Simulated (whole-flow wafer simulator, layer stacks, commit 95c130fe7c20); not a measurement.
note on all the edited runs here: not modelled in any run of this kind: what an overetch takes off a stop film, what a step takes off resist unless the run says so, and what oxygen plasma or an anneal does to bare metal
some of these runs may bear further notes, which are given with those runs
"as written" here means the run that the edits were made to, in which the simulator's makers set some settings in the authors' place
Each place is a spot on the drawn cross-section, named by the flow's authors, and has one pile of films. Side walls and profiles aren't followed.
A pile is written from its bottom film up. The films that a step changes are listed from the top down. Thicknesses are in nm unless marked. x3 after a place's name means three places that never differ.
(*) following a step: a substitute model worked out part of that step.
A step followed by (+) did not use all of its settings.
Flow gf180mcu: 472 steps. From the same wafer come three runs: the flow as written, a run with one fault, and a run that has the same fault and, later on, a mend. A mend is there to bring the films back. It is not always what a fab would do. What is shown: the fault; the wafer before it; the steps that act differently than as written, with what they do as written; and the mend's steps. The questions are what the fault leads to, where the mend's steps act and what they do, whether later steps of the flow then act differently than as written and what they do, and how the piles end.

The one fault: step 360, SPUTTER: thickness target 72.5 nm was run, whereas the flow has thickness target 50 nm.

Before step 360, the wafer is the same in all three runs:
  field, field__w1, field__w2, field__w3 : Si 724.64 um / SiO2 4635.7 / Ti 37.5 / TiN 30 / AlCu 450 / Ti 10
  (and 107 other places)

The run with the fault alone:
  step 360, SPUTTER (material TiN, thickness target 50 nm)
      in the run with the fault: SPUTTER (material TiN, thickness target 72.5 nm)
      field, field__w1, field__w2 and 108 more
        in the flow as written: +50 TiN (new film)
        in the run with the fault: +72.5 TiN (new film)
  Steps further on in the flow that do not act as written (3 other steps are not shown; they differ only slightly, by no more than 2% or 0.5 nm, whichever is larger):
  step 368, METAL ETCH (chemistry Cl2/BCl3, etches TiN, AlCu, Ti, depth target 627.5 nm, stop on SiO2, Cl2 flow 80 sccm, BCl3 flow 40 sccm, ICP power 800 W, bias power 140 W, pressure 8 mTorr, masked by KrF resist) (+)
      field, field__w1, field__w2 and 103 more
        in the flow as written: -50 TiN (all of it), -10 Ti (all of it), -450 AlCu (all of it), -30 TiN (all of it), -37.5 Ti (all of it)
        in the run with the fault: -72.5 TiN (all of it), -10 Ti (all of it), -450 AlCu (all of it), -30 TiN (all of it), -37.5 Ti (all of it)
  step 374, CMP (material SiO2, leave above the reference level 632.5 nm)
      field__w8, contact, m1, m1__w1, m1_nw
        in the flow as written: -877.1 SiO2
        in the run with the fault: -899.6 SiO2
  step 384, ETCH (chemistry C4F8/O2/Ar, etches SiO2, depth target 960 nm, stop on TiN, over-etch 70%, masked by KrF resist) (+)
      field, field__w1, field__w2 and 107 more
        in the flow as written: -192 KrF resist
        in the run with the fault: -187 KrF resist
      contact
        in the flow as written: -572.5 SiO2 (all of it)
        in the run with the fault: -550 SiO2 (all of it)
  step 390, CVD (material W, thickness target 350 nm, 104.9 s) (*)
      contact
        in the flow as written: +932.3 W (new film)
        in the run with the fault: +909.6 W (new film)
  At field__w8, contact, m1, m1__w1, m1_nw, the piles at the end differ from the flow's by more than 2% or 0.5 nm, whichever is larger.
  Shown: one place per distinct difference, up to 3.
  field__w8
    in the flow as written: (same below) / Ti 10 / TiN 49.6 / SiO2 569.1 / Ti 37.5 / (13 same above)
    in the run with the fault: (same below) / Ti 10 / TiN 72.1 / SiO2 546.6 / Ti 37.5 / (13 same above)
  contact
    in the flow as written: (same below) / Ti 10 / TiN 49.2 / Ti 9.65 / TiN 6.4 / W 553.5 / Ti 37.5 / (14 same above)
    in the run with the fault: (same below) / Ti 10 / TiN 71.7 / Ti 9.78 / TiN 6.49 / W 530.8 / Ti 37.5 / (14 same above)

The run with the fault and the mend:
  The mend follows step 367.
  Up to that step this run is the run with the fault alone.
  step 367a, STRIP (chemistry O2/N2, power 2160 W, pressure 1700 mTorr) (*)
      field__w8, contact, m1, m1__w1, m1_nw
        -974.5 KrF resist (all of it)
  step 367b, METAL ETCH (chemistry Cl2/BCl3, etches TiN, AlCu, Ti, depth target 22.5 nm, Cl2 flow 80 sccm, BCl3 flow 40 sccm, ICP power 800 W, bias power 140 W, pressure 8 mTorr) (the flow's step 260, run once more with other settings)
      field, field__w1, field__w2 and 108 more
        -22.5 TiN
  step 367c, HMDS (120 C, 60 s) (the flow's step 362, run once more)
      leaves every film unchanged at each place that is followed
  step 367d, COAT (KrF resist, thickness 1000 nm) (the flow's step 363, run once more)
      field, field__w1, field__w2 and 108 more
        +1000 KrF resist (new film)
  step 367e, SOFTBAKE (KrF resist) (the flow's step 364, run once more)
      leaves every film unchanged at each place that is followed
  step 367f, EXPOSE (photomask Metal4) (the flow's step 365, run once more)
      leaves every film unchanged at each place that is followed
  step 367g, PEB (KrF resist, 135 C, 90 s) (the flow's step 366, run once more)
      field, field__w1, field__w2 and 108 more
        -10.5 KrF resist
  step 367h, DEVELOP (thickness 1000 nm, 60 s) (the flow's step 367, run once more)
      field, field__w1, field__w2 and 103 more
        -989.5 KrF resist (all of it)
      field__w8, contact, m1, m1__w1, m1_nw
        -14.9 KrF resist
  Every later step of the flow that is run acts as written at every place that is followed.
  The piles end the same as the flow's at every place that both follow.
